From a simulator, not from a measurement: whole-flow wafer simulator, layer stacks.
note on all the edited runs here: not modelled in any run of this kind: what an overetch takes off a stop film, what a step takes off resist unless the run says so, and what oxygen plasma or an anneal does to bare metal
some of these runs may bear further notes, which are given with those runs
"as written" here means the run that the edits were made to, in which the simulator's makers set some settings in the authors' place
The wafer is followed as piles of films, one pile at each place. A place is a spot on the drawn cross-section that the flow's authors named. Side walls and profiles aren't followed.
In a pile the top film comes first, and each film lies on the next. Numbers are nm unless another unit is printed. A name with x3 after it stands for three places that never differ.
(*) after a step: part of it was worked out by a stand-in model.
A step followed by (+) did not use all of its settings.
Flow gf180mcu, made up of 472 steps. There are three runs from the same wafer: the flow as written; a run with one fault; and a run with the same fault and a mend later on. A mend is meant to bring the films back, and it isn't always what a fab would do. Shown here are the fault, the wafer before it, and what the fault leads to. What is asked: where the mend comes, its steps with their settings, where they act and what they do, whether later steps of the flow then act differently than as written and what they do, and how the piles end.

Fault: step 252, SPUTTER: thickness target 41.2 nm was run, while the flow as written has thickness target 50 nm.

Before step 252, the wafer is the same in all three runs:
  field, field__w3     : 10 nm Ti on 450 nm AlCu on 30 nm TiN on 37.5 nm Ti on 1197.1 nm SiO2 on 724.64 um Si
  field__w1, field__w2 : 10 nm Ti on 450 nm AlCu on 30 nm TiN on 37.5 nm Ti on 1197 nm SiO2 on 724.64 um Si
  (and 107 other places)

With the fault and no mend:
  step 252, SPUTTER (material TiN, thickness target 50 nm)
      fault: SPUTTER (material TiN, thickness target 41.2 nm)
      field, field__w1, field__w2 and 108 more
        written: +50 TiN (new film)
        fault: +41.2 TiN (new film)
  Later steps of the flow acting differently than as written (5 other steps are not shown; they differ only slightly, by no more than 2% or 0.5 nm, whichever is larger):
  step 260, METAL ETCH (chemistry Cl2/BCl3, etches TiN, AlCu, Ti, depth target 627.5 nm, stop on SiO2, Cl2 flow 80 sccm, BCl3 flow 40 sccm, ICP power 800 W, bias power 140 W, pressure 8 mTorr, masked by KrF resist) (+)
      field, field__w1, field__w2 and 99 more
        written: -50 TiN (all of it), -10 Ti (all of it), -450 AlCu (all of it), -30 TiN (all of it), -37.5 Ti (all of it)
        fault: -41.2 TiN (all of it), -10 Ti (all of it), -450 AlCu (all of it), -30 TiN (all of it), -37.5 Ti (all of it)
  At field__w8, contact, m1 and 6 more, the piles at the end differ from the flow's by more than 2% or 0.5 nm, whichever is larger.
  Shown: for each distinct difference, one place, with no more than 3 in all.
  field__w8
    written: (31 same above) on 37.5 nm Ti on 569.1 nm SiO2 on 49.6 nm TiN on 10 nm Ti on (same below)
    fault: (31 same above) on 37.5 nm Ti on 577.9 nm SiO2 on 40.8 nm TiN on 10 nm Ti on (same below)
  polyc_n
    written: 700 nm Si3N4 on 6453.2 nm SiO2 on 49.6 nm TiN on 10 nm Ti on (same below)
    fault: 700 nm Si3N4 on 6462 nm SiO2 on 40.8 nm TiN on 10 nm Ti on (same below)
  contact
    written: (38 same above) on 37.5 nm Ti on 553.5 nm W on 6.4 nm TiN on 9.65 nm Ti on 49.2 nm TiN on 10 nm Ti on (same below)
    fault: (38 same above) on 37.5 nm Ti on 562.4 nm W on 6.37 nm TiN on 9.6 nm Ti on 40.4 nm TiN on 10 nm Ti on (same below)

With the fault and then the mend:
  The mend follows step 259.
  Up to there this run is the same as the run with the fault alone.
  step 259a, STRIP (chemistry O2/N2, power 2160 W, pressure 1700 mTorr) (*)
      field__w8, contact, m1 and 6 more
        -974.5 KrF resist (all of it)
  step 259b, SPUTTER (material TiN, thickness target 8.8 nm) (a further turn of the flow's step 252, with different settings)
      field, field__w1, field__w2 and 108 more
        +8.8 TiN
  step 259c, HMDS (120 C, 60 s) (a further turn of the flow's step 254)
      leaves every film unchanged at each place that is followed
  step 259d, COAT (KrF resist, thickness 1000 nm) (a further turn of the flow's step 255)
      field, field__w1, field__w2 and 108 more
        +1000 KrF resist (new film)
  step 259e, SOFTBAKE (KrF resist) (a further turn of the flow's step 256)
      leaves every film unchanged at each place that is followed
  step 259f, EXPOSE (photomask Metal1) (a further turn of the flow's step 257)
      leaves every film unchanged at each place that is followed
  step 259g, PEB (KrF resist, 135 C, 90 s) (a further turn of the flow's step 258)
      field, field__w1, field__w2 and 108 more
        -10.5 KrF resist
  step 259h, DEVELOP (thickness 1000 nm, 60 s) (a further turn of the flow's step 259)
      field, field__w1, field__w2 and 99 more
        -989.5 KrF resist (all of it)
      field__w8, contact, m1 and 6 more
        -14.9 KrF resist
  None of the later steps of the flow acts differently than as written at any place that is followed.
  By the end, the piles equal the flow's at every place that both follow.
